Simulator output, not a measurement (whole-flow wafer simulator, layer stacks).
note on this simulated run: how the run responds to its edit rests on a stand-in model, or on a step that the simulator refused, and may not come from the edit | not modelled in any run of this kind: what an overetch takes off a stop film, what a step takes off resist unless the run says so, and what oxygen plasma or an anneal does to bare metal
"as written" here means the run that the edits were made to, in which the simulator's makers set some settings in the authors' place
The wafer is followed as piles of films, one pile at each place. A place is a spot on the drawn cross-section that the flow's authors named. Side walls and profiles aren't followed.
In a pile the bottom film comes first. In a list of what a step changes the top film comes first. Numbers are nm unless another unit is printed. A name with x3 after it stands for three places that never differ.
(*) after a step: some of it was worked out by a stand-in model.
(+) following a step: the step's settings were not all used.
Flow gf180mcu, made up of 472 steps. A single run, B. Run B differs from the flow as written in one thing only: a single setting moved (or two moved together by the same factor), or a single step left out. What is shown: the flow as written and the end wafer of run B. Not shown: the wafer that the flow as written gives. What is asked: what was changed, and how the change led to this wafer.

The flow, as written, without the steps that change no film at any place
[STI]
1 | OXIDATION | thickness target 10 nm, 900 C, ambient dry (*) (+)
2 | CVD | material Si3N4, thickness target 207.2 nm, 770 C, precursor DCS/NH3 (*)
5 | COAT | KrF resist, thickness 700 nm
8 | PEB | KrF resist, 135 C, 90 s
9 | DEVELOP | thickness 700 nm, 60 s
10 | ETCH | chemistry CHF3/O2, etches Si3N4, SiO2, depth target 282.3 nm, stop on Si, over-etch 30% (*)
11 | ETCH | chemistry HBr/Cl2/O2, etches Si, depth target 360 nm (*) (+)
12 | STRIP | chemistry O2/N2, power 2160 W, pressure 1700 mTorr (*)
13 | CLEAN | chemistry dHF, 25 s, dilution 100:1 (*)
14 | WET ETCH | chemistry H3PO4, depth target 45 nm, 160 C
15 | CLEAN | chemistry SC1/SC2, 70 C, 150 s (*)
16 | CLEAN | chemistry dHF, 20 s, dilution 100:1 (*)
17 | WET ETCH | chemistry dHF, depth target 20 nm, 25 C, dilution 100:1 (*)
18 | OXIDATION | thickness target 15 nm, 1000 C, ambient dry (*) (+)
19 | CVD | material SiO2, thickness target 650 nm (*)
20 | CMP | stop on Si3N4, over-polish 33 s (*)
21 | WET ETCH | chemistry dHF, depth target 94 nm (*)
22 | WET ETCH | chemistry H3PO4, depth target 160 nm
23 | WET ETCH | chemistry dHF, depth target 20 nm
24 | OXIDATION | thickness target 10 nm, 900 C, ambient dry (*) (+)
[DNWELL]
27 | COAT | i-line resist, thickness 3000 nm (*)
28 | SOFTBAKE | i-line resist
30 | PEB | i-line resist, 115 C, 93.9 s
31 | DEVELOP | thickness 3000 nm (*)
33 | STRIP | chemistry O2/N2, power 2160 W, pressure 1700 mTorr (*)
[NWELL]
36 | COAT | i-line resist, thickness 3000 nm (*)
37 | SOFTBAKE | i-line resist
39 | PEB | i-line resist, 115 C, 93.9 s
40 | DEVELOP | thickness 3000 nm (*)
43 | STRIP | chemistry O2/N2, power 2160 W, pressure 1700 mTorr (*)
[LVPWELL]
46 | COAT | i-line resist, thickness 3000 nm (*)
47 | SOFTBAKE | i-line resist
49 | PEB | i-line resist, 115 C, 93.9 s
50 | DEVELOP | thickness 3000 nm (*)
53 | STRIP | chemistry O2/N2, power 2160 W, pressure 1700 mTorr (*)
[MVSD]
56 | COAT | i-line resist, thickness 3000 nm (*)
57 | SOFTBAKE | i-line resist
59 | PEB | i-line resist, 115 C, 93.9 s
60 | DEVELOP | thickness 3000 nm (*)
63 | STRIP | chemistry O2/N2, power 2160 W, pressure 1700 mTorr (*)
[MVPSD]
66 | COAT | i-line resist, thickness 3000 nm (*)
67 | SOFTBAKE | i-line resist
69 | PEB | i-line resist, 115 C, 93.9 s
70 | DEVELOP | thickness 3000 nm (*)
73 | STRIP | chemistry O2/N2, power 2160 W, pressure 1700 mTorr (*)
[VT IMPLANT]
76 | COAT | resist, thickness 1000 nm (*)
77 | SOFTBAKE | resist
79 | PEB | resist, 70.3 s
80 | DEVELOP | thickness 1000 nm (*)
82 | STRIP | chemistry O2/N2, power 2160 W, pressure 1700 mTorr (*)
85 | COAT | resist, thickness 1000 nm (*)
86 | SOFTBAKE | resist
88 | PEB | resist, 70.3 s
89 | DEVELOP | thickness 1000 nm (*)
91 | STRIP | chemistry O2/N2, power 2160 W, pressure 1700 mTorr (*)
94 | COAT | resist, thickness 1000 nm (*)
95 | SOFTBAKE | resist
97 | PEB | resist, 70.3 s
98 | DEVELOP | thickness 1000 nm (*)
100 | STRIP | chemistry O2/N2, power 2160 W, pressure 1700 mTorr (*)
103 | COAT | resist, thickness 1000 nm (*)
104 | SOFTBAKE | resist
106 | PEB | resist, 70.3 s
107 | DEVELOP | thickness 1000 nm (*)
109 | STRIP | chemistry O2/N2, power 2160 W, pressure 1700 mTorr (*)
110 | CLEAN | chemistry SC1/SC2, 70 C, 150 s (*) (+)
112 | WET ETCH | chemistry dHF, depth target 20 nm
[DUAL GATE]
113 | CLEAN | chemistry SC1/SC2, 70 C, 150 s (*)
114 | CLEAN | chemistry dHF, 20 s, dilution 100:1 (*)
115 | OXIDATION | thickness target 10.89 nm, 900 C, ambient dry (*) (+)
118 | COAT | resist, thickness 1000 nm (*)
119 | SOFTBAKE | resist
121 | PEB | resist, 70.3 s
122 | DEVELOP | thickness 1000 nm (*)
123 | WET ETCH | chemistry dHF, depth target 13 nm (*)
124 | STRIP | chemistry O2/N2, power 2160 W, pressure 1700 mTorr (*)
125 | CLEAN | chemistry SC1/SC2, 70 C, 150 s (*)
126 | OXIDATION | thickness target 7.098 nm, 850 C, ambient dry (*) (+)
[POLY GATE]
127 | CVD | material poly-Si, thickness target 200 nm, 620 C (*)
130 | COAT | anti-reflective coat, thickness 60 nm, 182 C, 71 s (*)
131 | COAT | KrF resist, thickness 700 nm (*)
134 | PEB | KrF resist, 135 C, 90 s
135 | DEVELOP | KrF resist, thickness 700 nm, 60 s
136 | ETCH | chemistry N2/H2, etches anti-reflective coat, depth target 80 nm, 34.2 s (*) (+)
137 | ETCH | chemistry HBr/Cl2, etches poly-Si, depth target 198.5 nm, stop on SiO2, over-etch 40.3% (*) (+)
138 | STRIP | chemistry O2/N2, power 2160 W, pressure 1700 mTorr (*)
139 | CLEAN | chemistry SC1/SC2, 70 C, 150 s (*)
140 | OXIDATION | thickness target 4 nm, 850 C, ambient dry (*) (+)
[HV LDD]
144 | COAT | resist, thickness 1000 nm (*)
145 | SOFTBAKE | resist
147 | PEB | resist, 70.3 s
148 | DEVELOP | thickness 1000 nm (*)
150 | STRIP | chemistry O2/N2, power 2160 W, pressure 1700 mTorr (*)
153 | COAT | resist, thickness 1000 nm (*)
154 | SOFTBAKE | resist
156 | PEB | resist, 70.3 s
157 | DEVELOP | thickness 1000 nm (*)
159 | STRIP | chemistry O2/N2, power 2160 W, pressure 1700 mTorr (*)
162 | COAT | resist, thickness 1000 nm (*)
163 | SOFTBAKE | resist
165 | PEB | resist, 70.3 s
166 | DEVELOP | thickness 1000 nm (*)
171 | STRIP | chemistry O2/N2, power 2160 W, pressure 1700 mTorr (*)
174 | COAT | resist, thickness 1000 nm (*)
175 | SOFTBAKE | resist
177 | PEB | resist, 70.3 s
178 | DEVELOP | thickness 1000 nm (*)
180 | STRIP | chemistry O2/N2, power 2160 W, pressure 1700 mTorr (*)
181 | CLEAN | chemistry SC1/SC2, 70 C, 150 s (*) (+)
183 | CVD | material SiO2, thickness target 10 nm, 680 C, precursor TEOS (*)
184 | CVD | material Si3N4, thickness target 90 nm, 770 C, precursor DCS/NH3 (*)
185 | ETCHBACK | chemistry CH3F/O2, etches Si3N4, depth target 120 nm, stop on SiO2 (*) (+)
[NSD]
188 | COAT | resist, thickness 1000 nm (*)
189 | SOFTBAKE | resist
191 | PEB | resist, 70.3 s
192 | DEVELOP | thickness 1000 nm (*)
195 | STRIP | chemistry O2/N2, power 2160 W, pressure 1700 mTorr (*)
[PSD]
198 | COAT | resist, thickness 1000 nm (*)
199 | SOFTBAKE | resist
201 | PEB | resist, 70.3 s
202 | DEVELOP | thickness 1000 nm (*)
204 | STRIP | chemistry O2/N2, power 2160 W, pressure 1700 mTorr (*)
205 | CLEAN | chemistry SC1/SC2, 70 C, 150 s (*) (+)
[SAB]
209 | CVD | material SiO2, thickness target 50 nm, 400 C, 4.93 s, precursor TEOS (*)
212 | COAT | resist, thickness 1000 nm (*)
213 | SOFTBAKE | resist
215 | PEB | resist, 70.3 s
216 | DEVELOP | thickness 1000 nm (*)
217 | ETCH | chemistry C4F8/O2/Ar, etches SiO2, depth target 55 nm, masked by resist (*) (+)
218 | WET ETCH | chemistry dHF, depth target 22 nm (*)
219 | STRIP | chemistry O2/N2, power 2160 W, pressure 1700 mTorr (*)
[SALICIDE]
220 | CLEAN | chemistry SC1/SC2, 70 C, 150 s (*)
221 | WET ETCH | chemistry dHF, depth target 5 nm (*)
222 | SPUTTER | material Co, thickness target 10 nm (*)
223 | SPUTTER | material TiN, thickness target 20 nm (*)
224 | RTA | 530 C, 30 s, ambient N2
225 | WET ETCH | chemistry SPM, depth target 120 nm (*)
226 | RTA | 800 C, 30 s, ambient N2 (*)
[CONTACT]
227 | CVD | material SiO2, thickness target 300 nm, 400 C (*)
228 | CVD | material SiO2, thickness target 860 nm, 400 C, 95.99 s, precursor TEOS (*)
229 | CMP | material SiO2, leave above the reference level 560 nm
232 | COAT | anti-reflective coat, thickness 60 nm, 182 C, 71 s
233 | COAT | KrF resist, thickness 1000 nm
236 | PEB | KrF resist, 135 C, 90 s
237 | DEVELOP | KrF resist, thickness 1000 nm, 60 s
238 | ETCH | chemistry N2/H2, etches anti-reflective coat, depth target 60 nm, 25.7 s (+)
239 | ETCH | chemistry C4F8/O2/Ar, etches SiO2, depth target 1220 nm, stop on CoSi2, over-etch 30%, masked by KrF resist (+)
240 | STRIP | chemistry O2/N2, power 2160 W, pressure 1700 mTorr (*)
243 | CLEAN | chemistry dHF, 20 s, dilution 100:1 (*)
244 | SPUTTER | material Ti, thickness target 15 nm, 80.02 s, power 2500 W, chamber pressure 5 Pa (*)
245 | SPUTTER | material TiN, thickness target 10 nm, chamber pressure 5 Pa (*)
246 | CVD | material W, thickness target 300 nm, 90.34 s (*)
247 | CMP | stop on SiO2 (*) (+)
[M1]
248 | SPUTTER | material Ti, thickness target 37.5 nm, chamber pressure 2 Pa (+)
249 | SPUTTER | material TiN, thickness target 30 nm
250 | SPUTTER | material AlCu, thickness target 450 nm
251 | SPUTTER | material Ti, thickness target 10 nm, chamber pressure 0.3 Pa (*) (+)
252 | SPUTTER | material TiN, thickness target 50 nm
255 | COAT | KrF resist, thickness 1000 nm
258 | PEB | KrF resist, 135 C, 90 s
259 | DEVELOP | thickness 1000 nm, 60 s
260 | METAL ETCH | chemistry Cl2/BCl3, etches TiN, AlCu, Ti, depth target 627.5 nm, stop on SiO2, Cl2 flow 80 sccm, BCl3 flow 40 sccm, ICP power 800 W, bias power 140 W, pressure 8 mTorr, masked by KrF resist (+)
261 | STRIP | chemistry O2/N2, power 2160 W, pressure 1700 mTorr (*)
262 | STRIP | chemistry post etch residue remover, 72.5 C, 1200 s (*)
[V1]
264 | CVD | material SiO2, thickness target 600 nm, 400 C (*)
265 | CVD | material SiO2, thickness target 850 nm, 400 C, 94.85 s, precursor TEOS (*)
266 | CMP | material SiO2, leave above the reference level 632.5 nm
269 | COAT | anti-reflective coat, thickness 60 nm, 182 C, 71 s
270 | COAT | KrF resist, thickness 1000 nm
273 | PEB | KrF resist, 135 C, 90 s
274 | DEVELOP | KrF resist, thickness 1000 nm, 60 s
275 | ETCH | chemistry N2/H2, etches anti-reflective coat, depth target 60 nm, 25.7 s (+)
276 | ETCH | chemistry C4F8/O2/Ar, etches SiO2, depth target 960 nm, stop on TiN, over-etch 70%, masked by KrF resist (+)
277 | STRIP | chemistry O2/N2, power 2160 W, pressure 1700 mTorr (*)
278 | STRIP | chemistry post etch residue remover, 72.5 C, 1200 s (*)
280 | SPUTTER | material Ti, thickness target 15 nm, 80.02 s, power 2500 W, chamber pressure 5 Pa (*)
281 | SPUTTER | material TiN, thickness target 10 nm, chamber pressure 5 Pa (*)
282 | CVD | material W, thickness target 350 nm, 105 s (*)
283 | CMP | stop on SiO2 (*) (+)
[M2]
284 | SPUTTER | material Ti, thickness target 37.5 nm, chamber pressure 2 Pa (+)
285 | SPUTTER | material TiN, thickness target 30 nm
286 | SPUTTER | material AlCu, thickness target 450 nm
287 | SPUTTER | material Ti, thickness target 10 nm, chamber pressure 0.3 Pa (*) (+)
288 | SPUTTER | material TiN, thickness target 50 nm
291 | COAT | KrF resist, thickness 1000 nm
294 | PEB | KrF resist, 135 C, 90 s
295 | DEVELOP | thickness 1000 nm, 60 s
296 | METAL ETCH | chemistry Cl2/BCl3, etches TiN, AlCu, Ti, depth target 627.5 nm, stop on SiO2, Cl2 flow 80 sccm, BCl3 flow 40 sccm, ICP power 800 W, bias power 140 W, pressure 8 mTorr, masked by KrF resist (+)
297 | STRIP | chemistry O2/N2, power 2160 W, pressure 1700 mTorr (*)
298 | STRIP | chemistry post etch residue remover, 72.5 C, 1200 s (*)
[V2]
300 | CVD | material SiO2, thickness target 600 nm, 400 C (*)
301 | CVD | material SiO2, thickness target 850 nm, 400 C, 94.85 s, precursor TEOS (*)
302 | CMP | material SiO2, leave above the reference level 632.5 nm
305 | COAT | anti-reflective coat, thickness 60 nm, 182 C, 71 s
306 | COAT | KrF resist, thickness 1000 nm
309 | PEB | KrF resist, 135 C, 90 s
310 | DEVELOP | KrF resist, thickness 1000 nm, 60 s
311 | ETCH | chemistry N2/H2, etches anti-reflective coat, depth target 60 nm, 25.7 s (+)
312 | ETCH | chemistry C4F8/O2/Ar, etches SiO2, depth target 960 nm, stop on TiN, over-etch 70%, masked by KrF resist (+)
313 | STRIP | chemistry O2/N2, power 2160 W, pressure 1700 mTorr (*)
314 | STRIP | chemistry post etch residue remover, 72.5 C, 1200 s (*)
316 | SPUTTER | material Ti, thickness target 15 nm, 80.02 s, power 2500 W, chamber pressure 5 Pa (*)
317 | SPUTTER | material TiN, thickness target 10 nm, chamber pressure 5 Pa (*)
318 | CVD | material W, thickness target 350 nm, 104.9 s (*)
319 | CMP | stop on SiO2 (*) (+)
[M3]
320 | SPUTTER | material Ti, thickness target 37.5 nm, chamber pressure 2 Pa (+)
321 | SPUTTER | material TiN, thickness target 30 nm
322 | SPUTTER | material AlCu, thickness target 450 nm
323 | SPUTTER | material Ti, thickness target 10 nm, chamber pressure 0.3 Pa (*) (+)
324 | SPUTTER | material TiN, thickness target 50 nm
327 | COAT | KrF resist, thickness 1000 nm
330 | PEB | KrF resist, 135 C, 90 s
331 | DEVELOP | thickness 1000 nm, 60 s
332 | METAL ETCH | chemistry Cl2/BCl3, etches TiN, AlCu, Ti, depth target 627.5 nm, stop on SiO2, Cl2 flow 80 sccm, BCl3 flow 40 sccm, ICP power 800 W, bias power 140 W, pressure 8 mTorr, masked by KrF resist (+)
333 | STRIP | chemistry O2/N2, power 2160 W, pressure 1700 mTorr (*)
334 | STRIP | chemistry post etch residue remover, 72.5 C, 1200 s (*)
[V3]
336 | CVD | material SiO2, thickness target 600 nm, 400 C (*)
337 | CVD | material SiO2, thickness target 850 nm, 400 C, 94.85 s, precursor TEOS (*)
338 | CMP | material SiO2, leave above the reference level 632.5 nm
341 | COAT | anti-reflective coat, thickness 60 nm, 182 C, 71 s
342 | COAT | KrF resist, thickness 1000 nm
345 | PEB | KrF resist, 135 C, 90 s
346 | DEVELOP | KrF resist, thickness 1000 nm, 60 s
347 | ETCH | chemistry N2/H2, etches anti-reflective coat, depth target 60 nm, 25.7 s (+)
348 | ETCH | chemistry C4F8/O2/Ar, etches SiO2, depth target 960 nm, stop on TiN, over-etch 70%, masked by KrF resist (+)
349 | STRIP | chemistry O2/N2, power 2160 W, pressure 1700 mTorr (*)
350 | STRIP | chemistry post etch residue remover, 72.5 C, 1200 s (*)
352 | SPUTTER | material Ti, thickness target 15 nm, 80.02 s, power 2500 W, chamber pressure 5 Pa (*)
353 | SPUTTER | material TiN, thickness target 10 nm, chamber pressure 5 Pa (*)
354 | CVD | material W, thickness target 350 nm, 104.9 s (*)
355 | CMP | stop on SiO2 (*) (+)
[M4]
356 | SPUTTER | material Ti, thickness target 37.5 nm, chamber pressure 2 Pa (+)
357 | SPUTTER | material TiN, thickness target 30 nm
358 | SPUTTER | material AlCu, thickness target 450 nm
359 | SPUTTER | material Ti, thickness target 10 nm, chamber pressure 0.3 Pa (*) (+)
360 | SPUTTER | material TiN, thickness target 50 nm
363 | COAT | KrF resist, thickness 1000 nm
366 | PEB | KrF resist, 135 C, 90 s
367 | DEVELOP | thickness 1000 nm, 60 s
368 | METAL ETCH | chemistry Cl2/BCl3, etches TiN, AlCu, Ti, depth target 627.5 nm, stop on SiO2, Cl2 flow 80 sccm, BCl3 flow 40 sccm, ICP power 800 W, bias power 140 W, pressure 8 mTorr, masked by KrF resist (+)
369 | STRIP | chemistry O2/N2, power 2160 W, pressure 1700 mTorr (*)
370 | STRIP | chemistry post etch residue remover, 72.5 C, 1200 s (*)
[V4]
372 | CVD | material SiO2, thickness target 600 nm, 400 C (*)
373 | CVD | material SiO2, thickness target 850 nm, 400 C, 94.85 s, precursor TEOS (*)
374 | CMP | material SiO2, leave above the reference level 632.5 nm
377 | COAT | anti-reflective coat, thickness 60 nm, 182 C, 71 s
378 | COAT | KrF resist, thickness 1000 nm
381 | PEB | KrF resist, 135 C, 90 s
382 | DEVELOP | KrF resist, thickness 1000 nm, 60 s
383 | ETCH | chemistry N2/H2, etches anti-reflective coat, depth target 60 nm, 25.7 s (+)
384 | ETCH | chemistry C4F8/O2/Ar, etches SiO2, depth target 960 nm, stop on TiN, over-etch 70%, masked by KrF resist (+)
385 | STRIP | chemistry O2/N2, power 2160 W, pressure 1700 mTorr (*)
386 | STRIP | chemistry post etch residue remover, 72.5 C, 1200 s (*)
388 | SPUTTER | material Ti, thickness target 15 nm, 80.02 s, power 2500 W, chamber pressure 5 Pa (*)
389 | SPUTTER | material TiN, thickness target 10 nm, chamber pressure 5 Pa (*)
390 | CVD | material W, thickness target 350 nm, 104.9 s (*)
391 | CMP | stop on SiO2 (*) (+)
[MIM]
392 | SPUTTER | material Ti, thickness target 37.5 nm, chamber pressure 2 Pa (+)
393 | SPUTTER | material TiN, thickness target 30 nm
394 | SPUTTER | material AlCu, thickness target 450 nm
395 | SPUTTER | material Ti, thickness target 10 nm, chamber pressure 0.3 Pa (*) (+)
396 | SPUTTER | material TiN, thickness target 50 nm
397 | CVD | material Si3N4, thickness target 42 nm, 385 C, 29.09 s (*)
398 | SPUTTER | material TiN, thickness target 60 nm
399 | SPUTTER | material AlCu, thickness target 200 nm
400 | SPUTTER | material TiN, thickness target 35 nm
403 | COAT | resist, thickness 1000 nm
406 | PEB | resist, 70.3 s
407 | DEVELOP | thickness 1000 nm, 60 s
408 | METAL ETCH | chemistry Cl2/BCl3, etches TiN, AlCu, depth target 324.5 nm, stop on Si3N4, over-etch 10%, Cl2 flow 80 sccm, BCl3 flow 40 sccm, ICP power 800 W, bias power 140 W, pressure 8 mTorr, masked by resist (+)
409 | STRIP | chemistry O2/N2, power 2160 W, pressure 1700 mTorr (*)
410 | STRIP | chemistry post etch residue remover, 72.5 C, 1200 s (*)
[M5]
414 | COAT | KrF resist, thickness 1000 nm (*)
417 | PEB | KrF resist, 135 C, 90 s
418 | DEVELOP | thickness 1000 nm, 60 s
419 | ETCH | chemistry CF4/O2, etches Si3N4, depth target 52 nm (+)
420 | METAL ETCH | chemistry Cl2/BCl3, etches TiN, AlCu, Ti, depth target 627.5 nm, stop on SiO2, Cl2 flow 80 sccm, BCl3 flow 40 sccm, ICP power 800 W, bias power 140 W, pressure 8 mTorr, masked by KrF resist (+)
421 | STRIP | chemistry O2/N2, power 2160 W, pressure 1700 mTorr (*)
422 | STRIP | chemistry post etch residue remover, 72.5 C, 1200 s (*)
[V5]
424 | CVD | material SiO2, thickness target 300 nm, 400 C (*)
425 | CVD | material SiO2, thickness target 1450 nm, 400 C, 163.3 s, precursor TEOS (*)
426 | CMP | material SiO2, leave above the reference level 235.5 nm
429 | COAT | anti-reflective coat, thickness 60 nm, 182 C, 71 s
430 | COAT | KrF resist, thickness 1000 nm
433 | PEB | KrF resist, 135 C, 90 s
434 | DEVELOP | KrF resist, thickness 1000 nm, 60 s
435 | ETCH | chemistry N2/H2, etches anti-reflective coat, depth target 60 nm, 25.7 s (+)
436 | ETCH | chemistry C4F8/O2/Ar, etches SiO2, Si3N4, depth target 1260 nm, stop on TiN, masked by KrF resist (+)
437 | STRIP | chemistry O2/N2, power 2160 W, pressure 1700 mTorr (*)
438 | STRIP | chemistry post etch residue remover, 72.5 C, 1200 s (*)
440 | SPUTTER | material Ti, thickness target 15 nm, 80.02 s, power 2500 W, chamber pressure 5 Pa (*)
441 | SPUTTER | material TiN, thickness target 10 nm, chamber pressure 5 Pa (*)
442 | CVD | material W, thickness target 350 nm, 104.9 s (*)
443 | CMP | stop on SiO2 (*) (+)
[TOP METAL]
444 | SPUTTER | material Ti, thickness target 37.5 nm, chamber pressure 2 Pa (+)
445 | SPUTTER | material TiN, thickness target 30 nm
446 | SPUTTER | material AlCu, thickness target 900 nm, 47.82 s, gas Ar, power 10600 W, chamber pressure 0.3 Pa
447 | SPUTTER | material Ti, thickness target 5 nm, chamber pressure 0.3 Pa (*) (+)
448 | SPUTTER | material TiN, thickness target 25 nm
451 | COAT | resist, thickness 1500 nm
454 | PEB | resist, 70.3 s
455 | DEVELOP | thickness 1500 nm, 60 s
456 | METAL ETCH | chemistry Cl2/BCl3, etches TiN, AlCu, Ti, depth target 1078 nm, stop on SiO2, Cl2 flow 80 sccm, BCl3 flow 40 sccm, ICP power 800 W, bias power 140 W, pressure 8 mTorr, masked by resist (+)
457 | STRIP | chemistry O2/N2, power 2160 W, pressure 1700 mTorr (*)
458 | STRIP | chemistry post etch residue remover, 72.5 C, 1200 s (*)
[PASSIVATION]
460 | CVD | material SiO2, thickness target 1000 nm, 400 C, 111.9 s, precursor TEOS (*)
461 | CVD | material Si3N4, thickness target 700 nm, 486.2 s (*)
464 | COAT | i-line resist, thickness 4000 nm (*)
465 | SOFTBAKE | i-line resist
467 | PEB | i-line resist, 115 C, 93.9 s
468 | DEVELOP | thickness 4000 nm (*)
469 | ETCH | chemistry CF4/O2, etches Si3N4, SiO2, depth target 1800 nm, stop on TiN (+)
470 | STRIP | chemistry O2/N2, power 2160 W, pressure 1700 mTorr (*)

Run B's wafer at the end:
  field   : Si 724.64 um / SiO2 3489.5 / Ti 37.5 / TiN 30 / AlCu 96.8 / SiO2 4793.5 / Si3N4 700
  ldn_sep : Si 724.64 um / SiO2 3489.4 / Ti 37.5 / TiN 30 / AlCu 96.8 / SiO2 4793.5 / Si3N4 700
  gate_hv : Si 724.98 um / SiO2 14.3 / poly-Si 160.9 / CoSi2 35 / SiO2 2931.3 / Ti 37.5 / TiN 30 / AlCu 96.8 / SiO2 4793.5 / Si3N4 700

The reason: step 322, SPUTTER: thickness target 670 nm was run, while the flow as written has thickness target 450 nm.

The path from the change to this, step by step:
  322 | SPUTTER | material AlCu, thickness target 450 nm
      field, field__w1, field__w2 and 108 more: AlCu gains 670 (new film) (as written it would have been: AlCu gains 450 (new film))
  332 | METAL ETCH | chemistry Cl2/BCl3, etches TiN, AlCu, Ti, depth target 627.5 nm, stop on SiO2, Cl2 flow 80 sccm, BCl3 flow 40 sccm, ICP power 800 W, bias power 140 W, pressure 8 mTorr, masked by KrF resist (+)
      field, field__w1, field__w2 and 103 more: TiN loses 50 (all of it), Ti loses 10 (all of it), AlCu loses 567.5 (as written it would have been: TiN loses 50 (all of it), Ti loses 10 (all of it), AlCu loses 450 (all of it), TiN loses 30 (all of it), Ti loses 37.5 (all of it))
  334 | STRIP | chemistry post etch residue remover, 72.5 C, 1200 s (*)
      field, field__w1, field__w2 and 103 more: AlCu loses 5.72 (as written it would have been: nothing)
  336 | CVD | material SiO2, thickness target 600 nm, 400 C (*)
      field, field__w1, field__w2 and 103 more: SiO2 gains 600 (new film) (as written it would have been: SiO2 gains 600)
  338 | CMP | material SiO2, leave above the reference level 632.5 nm
      field, field__w1, field__w2 and 103 more: SiO2 loses 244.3 (as written it would have been: SiO2 loses 300)
If metal films that touch count as one body, field has 1 body; the flow as written gives 0 bodies.
If metal films that touch count as one body, ldn_sep has 1 body; the flow as written gives 0 bodies.
If metal films that touch count as one body, gate_hv has 2 bodies (between them, from the top down: SiO2 2931.3); the flow as written gives 1 body.
